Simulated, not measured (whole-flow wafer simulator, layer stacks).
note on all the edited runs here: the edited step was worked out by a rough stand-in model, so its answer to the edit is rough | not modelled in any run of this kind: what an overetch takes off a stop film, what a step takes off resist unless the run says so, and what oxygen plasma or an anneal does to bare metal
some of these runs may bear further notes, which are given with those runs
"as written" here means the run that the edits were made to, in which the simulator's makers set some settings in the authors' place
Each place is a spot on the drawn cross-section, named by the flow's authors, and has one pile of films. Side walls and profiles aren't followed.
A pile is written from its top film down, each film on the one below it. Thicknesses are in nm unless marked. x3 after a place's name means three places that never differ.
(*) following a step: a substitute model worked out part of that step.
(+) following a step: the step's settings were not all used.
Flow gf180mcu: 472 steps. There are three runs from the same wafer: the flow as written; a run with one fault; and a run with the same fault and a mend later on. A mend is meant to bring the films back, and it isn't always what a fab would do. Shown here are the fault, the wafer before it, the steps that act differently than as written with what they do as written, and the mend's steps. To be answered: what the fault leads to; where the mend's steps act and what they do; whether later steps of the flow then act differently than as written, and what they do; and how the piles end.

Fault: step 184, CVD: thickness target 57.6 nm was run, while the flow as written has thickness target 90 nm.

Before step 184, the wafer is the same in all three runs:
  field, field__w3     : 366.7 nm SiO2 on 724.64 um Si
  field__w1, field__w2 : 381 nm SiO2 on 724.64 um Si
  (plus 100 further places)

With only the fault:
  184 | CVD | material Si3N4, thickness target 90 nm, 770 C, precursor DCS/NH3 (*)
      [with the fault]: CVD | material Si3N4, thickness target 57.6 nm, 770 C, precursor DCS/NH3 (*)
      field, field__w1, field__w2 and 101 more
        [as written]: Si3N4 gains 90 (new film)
        [with the fault]: Si3N4 gains 57.6 (new film)
  Steps later in the flow that act otherwise than as written (4 other steps are not shown; they differ only slightly, by no more than 2% or 0.5 nm, whichever is larger):
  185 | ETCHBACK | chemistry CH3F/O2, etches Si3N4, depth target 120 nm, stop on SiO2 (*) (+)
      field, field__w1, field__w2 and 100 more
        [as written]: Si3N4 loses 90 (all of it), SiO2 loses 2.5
        [with the fault]: Si3N4 loses 57.6 (all of it), SiO2 loses 5.2
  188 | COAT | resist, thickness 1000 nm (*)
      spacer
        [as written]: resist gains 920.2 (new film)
        [with the fault]: resist gains 949.7 (new film)
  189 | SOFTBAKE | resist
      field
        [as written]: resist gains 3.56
        [with the fault]: resist loses 0.34
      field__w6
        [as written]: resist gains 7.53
        [with the fault]: resist gains 6.95
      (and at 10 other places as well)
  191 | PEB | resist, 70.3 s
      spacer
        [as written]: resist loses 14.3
        [with the fault]: resist loses 14.9
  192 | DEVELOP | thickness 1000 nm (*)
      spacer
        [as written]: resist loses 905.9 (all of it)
        [with the fault]: resist loses 934.8 (all of it)
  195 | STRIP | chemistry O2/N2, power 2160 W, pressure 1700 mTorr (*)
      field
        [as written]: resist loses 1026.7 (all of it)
        [with the fault]: resist loses 1005.8 (all of it)
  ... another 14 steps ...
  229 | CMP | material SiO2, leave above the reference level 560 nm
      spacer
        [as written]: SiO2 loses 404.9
        [with the fault]: SiO2 loses 372.5
  At spacer, active_nat, ld_sd_n, ld_drn_n, ld_sd_p, ld_drn_p, the piles at the end differ from the flow's by more than 2% or 0.5 nm, whichever is larger.
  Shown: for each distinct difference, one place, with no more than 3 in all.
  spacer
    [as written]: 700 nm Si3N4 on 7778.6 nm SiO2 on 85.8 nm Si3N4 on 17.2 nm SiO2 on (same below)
    [with the fault]: 700 nm Si3N4 on 7811 nm SiO2 on 53.4 nm Si3N4 on 17.2 nm SiO2 on (same below)
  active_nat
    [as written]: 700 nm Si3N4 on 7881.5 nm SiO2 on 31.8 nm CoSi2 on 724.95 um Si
    [with the fault]: 700 nm Si3N4 on 7881.6 nm SiO2 on 32.5 nm CoSi2 on 724.95 um Si
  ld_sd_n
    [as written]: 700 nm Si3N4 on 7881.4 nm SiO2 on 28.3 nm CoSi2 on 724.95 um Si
    [with the fault]: 700 nm Si3N4 on 7881.5 nm SiO2 on 29.8 nm CoSi2 on 724.95 um Si

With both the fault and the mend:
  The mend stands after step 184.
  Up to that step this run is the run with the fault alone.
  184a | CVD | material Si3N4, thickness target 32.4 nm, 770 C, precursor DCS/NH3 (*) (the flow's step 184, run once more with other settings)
      field, field__w1, field__w2 and 101 more
        Si3N4 gains 32.4
  Every later step of the flow that is run acts as written, at every place that is followed, to within 2% or 0.5 nm, whichever is larger.
  At every place that both follow, the piles at the end match the flow's.
